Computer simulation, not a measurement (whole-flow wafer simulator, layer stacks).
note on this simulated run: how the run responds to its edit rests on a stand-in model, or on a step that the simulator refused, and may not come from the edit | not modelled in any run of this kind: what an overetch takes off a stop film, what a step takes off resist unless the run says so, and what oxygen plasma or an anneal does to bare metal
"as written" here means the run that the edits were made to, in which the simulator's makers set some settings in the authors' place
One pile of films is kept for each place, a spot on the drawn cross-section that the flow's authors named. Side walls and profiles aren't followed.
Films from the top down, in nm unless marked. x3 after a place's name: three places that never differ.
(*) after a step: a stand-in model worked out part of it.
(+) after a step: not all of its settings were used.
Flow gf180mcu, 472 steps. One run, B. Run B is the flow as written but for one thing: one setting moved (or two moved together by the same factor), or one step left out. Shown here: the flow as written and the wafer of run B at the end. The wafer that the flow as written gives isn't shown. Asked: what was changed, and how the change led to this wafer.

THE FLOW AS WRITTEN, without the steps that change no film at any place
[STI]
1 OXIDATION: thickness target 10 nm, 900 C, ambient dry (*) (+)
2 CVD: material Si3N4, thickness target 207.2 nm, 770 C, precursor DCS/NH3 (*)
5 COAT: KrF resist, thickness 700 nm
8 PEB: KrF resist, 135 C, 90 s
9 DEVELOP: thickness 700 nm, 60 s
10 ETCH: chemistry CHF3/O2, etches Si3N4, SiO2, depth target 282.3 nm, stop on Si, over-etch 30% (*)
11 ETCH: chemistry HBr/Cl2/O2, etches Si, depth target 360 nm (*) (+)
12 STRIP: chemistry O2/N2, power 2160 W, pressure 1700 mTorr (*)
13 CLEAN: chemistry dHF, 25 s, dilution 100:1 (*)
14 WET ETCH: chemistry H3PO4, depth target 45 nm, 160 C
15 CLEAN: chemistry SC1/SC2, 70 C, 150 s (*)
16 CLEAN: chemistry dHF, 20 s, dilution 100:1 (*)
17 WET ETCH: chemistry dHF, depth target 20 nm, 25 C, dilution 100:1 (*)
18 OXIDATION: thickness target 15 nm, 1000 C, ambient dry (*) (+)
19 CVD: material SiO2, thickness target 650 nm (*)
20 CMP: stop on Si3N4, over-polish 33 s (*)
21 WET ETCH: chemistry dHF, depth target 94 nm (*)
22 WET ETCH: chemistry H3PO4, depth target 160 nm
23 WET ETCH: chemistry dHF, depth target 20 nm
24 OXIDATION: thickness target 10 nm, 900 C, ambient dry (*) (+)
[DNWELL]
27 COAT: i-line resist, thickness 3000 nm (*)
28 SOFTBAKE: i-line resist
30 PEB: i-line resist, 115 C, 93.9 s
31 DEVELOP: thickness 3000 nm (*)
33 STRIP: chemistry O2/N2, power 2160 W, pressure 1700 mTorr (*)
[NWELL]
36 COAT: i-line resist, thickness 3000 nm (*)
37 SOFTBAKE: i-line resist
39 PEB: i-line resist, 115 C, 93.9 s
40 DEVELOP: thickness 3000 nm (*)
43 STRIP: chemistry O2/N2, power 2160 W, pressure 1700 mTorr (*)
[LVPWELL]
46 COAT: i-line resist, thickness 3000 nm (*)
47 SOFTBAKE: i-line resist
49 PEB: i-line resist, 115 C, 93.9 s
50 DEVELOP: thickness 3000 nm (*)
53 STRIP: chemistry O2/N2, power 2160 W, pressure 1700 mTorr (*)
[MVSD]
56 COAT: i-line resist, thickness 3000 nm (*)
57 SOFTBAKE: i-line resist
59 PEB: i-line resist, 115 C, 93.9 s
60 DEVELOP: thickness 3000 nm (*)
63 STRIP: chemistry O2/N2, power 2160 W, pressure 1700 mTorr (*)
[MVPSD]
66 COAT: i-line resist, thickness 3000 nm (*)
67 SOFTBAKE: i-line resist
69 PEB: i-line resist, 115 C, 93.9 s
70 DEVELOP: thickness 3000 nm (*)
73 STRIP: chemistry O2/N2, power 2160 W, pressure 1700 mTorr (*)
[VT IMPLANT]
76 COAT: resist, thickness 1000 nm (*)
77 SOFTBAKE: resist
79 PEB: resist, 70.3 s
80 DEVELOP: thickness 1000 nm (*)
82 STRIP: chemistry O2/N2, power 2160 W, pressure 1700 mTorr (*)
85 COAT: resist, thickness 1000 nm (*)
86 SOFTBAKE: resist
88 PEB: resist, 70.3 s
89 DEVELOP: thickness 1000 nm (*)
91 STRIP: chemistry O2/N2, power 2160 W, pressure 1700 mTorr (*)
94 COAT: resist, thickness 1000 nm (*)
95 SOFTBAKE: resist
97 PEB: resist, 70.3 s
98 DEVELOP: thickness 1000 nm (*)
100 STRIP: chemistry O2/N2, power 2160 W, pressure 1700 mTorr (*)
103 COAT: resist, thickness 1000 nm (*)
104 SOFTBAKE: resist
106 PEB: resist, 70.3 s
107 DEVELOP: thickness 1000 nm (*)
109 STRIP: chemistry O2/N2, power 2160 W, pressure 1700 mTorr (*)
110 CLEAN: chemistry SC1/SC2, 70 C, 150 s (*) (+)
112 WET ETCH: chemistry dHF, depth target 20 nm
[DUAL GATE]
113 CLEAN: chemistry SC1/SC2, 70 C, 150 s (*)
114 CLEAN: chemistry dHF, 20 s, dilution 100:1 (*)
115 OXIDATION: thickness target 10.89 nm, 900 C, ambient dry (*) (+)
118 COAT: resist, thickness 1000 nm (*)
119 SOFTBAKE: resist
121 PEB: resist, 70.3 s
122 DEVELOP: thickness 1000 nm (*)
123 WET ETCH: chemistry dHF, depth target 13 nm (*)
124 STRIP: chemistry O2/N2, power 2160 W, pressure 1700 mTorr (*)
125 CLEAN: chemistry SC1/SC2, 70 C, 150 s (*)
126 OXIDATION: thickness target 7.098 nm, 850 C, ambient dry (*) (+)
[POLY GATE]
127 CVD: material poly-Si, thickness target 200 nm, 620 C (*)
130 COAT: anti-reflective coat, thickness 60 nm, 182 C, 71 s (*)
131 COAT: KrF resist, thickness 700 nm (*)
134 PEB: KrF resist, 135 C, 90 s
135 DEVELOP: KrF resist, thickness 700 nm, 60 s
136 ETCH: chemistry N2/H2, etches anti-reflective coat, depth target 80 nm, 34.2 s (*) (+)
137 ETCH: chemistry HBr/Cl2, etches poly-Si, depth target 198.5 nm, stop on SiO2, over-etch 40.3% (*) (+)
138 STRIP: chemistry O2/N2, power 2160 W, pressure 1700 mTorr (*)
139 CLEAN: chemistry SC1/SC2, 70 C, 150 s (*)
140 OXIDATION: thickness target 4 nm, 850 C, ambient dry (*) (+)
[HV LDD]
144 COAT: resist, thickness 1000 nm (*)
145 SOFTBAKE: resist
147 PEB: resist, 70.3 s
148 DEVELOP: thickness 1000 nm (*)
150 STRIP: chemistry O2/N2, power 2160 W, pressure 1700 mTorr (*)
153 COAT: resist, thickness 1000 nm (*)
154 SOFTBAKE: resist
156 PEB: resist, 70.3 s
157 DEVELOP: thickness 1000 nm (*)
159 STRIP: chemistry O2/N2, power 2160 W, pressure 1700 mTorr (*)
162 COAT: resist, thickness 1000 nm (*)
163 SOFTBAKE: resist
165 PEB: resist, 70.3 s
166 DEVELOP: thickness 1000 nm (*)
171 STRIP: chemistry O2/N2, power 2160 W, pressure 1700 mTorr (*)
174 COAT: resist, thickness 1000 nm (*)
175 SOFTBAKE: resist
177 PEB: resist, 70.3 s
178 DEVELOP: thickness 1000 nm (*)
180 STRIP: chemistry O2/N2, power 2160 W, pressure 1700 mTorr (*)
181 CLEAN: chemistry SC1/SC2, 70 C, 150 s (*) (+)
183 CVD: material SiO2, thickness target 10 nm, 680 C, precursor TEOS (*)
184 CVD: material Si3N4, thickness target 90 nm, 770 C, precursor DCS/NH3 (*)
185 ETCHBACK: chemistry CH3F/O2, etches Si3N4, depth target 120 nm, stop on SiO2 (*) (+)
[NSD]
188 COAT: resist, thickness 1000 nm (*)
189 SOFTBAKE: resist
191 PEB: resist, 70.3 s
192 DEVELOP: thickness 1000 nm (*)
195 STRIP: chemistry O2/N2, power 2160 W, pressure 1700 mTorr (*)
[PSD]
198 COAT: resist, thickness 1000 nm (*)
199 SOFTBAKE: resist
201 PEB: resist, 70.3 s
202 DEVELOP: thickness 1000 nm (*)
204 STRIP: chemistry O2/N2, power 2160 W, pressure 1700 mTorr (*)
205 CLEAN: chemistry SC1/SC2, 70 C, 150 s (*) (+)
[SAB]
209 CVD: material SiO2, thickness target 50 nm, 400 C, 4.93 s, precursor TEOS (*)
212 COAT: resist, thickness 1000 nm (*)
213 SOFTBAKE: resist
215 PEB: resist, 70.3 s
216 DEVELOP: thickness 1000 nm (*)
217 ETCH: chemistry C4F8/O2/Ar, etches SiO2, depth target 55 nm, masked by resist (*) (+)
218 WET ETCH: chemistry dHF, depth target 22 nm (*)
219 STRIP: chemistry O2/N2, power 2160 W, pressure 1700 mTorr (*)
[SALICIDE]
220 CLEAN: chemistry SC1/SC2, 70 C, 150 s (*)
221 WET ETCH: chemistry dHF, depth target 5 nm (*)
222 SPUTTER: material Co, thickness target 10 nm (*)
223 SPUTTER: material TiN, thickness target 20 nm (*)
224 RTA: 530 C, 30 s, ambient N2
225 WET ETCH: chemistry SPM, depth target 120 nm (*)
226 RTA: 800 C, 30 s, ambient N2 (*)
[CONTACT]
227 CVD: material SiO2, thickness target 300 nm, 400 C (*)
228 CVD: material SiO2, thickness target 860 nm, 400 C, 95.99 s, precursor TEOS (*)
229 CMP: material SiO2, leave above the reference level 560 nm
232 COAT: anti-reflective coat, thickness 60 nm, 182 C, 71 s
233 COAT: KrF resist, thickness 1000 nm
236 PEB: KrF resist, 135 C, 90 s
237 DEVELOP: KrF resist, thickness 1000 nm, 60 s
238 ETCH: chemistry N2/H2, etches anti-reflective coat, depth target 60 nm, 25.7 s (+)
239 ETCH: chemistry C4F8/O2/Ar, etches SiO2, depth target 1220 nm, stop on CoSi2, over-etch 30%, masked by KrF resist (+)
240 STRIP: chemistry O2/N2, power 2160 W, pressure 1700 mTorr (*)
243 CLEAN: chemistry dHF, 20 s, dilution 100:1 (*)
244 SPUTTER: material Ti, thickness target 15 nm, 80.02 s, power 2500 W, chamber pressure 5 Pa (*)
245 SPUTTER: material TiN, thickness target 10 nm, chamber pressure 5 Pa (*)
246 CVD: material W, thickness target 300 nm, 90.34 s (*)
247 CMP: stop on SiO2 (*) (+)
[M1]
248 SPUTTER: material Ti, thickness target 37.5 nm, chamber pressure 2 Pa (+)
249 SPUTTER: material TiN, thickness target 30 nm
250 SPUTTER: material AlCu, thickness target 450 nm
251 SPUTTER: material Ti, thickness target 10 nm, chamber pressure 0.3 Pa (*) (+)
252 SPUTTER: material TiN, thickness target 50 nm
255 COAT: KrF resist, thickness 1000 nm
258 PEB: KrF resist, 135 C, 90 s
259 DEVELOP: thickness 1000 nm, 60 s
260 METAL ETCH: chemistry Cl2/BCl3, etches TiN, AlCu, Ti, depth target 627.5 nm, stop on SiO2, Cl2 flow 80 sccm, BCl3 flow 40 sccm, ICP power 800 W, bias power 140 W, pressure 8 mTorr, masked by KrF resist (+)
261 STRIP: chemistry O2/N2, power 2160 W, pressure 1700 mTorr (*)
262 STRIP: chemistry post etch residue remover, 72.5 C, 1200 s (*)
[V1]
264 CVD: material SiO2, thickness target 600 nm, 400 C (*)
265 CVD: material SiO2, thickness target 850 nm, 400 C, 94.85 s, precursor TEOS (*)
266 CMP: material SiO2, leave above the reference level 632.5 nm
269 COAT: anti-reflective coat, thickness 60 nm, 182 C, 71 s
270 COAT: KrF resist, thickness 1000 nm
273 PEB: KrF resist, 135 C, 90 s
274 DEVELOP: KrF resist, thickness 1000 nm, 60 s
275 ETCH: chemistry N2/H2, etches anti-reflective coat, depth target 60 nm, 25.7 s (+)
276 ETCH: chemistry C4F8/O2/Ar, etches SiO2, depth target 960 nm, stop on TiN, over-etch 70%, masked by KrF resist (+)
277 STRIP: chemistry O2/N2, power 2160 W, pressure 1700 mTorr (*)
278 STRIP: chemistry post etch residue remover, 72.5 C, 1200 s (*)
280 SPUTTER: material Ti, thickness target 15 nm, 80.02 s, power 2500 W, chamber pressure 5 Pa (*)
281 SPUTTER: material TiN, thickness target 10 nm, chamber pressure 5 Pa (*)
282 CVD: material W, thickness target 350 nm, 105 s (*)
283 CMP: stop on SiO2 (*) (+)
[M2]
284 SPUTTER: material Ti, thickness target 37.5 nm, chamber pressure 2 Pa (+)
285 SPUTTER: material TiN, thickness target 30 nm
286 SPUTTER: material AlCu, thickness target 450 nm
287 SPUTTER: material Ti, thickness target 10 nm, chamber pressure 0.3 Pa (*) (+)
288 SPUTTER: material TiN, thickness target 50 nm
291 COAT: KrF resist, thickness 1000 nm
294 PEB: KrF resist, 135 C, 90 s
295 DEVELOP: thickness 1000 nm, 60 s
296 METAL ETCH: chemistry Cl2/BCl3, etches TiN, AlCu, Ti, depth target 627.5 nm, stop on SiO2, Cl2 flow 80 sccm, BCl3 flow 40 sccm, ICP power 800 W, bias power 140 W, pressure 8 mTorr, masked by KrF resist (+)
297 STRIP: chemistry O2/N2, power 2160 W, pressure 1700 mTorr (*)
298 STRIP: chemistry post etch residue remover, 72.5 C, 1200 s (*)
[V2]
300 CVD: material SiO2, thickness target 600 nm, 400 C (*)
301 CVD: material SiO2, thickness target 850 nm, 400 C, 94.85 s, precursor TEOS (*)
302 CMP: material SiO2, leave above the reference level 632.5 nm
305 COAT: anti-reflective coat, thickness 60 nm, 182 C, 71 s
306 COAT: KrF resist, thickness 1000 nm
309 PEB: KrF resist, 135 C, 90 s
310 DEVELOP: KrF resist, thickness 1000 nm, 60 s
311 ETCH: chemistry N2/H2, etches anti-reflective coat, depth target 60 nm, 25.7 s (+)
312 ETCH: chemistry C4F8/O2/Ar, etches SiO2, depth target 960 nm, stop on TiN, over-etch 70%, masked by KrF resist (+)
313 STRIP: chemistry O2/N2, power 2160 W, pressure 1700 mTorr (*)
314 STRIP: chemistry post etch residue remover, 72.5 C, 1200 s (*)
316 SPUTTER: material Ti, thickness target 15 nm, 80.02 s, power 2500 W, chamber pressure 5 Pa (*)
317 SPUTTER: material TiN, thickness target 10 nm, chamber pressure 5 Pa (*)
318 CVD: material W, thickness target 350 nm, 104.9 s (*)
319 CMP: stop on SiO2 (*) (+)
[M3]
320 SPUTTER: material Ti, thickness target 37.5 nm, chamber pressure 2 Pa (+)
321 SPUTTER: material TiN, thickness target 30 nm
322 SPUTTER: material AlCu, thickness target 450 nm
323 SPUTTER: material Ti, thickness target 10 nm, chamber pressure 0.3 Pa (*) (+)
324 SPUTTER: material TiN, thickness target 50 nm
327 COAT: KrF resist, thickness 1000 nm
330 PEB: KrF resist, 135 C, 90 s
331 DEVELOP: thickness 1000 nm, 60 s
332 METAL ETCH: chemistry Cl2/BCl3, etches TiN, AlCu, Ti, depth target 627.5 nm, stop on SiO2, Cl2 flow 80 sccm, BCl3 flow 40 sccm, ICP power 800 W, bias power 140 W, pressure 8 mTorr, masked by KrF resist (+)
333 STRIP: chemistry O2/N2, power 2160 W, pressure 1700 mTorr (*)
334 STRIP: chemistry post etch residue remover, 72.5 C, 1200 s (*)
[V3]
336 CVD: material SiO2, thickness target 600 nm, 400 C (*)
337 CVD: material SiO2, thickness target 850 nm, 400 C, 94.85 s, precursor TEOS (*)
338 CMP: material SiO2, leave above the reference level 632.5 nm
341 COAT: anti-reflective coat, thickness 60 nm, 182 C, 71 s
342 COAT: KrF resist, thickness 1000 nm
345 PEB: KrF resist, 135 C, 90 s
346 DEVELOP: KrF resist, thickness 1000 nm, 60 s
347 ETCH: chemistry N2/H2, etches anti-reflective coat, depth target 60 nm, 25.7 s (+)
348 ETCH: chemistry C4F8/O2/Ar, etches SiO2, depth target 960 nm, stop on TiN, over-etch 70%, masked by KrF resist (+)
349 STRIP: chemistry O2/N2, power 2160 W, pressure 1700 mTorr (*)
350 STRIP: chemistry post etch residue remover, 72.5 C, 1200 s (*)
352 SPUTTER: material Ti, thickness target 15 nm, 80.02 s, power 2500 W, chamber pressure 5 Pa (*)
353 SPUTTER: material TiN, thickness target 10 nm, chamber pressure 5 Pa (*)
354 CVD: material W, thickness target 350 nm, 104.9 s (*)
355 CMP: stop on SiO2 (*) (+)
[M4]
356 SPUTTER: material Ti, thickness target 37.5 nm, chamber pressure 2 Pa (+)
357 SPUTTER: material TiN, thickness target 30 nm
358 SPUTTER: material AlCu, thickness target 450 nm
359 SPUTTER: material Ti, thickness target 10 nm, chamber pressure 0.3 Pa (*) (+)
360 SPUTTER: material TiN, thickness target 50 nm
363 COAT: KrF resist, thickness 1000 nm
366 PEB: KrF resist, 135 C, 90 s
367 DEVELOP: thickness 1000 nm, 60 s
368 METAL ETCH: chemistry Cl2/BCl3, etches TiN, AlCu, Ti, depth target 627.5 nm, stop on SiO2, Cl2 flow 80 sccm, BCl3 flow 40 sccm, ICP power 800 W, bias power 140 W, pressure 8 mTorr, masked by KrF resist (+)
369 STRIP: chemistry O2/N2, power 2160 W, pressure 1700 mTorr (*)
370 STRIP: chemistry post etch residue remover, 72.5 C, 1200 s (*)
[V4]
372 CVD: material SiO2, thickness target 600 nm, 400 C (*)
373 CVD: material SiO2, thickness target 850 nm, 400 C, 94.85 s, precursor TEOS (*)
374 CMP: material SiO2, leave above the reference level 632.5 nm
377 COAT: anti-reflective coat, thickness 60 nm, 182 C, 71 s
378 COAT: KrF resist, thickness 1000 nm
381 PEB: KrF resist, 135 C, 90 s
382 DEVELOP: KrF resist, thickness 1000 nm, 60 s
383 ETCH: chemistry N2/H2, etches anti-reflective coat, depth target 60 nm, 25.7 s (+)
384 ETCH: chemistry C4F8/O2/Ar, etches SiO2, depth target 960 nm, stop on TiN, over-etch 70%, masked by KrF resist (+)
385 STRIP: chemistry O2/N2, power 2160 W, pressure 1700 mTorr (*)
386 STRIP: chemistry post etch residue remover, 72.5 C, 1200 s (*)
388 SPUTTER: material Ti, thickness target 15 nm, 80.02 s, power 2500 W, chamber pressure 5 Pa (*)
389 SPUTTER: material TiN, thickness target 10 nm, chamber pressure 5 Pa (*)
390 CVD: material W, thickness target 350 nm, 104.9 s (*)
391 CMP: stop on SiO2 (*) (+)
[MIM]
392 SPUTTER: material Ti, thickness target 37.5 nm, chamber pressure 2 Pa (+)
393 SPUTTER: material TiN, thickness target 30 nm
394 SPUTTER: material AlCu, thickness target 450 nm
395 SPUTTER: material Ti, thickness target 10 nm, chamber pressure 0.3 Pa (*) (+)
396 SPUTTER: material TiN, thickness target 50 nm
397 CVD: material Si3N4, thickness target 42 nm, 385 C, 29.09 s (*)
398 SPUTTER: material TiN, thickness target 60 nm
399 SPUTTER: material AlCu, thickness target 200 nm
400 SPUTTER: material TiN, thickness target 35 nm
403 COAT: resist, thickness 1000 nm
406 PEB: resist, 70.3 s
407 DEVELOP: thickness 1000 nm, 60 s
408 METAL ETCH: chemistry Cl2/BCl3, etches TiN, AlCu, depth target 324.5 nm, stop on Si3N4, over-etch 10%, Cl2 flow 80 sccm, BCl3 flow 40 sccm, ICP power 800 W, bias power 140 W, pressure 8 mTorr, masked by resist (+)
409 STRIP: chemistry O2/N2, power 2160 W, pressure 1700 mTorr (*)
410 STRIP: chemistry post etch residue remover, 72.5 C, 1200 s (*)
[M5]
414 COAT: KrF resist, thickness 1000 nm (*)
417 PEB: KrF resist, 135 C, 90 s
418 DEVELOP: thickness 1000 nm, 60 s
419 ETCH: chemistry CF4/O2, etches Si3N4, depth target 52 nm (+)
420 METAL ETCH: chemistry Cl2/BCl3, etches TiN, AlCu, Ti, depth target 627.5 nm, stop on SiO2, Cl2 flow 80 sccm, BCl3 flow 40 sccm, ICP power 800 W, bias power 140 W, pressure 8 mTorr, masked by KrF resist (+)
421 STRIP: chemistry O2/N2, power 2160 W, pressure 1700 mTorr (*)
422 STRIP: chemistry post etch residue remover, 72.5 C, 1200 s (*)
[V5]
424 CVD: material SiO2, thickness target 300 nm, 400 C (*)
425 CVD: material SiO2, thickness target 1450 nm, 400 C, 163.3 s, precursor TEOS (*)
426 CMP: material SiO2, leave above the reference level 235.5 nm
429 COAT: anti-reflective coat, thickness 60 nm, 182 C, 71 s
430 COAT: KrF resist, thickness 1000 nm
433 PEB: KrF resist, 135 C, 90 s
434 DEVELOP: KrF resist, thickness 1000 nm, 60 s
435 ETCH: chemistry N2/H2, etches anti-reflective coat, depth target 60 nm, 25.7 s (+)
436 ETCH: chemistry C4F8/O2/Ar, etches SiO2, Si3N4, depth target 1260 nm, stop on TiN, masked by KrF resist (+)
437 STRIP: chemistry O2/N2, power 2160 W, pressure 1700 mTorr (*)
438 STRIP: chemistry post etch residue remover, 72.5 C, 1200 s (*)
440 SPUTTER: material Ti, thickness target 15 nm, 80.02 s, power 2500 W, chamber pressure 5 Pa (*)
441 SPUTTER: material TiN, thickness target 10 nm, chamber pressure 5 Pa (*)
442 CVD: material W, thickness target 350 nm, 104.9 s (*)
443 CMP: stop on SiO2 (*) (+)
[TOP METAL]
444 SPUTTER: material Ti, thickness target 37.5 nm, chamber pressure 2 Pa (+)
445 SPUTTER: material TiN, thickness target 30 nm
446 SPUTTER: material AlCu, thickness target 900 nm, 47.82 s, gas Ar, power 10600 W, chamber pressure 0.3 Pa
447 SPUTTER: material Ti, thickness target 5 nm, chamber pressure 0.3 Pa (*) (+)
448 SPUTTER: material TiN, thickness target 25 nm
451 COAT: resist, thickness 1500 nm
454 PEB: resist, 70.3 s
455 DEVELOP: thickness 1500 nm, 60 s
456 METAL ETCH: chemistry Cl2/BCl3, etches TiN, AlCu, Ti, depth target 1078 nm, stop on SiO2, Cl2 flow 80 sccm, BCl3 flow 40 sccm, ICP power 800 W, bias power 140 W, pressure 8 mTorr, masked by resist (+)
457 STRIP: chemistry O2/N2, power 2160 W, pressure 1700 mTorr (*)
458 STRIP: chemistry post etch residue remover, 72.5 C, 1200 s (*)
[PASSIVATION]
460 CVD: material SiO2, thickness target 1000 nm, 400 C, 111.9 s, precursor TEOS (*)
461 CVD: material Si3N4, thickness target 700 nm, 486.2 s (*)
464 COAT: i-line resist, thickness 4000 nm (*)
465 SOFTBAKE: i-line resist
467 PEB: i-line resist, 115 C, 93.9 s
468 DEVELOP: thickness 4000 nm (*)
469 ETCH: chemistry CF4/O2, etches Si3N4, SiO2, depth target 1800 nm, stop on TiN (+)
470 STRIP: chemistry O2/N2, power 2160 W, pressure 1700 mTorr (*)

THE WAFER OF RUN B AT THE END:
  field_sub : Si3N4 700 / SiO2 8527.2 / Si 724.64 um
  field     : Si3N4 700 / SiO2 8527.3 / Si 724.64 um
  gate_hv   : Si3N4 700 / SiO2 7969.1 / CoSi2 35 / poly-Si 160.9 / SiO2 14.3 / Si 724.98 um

The cause: step 374, CMP: leave above the reference level 1012 nm was run, where the flow has leave above the reference level 632.5 nm.

How the change led to this, step by step:
  374 CMP: material SiO2, leave above the reference level 632.5 nm
      field, field__w1, field__w2 and 103 more: nothing (as written it would be: SiO2 -300)
      field__w8, contact, m1, m1__w1, m1_nw: SiO2 -497.6 (as written it would be: SiO2 -877.1)
  377 COAT: anti-reflective coat, thickness 60 nm, 182 C, 71 s
      field: anti-reflective coat +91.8 (new film) (as written it would be: anti-reflective coat +60 (new film))
      field__w8: anti-reflective coat +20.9 (new film) (as written it would be: anti-reflective coat +60 (new film))
      (and at 18 more places)
  378 COAT: KrF resist, thickness 1000 nm
      contact: KrF resist +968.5 (new film) (as written it would be: KrF resist +1000 (new film))
      m1: KrF resist +963.2 (new film) (as written it would be: KrF resist +1000 (new film))
      (and at 4 more places)
  382 DEVELOP: KrF resist, thickness 1000 nm, 60 s
      contact: KrF resist -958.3 (all of it) (as written it would be: KrF resist -989.5 (all of it))
  383 ETCH: chemistry N2/H2, etches anti-reflective coat, depth target 60 nm, 25.7 s (+)
      contact: anti-reflective coat -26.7 (all of it), SiO2 -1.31 (as written it would be: anti-reflective coat -60 (all of it), SiO2 -0.46)
  384 ETCH: chemistry C4F8/O2/Ar, etches SiO2, depth target 960 nm, stop on TiN, over-etch 70%, masked by KrF resist (+)
      contact: SiO2 -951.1 (all of it) (as written it would be: SiO2 -572.5 (all of it))
  385 STRIP: chemistry O2/N2, power 2160 W, pressure 1700 mTorr (*)
      field: KrF resist -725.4 (all of it), anti-reflective coat -91.8 (all of it) (as written it would be: KrF resist -739.2 (all of it), anti-reflective coat -60 (all of it))
      field__w8: KrF resist -729.2 (all of it), anti-reflective coat -20.9 (all of it) (as written it would be: KrF resist -739.2 (all of it), anti-reflective coat -60 (all of it))
      (and at 17 more places)
  388 SPUTTER: material Ti, thickness target 15 nm, 80.02 s, power 2500 W, chamber pressure 5 Pa (*)
      contact: Ti +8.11 (new film) (as written it would be: Ti +9.65 (new film))
  389 SPUTTER: material TiN, thickness target 10 nm, chamber pressure 5 Pa (*)
      contact: TiN +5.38 (new film) (as written it would be: TiN +6.4 (new film))
  390 CVD: material W, thickness target 350 nm, 104.9 s (*)
      contact: W +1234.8 (new film) (as written it would be: W +932.3 (new film))
  391 CMP: stop on SiO2 (*) (+)
      m1, m1__w1, m1_nw: W -350 (all of it), TiN -10 (all of it), Ti -15 (all of it), SiO2 -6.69 (as written it would be: W -350 (all of it), TiN -10 (all of it), Ti -15 (all of it), SiO2 -3.78)
      field__w8: W -350 (all of it), TiN -10 (all of it), Ti -15 (all of it), SiO2 -6.7 (as written it would be: W -350 (all of it), TiN -10 (all of it), Ti -15 (all of it), SiO2 -3.78)
  403 COAT: resist, thickness 1000 nm
      field__w8: resist +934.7 (new film) (as written it would be: resist +1000 (new film))
      m1: resist +933.8 (new film) (as written it would be: resist +1000 (new film))
      (and at 2 more places)
  404 SOFTBAKE: resist
      field: resist -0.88 (as written it would be: nothing)
      field__w8: resist -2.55 (as written it would be: nothing)
      (and at 16 more places)
  406 PEB: resist, 70.3 s
      field__w8, m1, m1__w1: resist -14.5 (as written it would be: resist -15.9)
      m1_nw: resist -14.6 (as written it would be: resist -15.9)
  407 DEVELOP: thickness 1000 nm, 60 s
      field__w8: resist -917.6 (all of it) (as written it would be: resist -984.1 (all of it))
      m1: resist -916.4 (all of it) (as written it would be: resist -984.1 (all of it))
      (and at 2 more places)
  414 COAT: KrF resist, thickness 1000 nm (*)
      field__w8: KrF resist +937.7 (new film) (as written it would be: KrF resist +1000 (new film))
      m1: KrF resist +937.4 (new film) (as written it would be: KrF resist +1000.5 (new film))
      (and at 2 more places)
  ... 2 more steps ...
  426 CMP: material SiO2, leave above the reference level 235.5 nm
      field__w8, m1, m1__w1, m1_nw: SiO2 -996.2 (as written it would be: SiO2 -919.6)
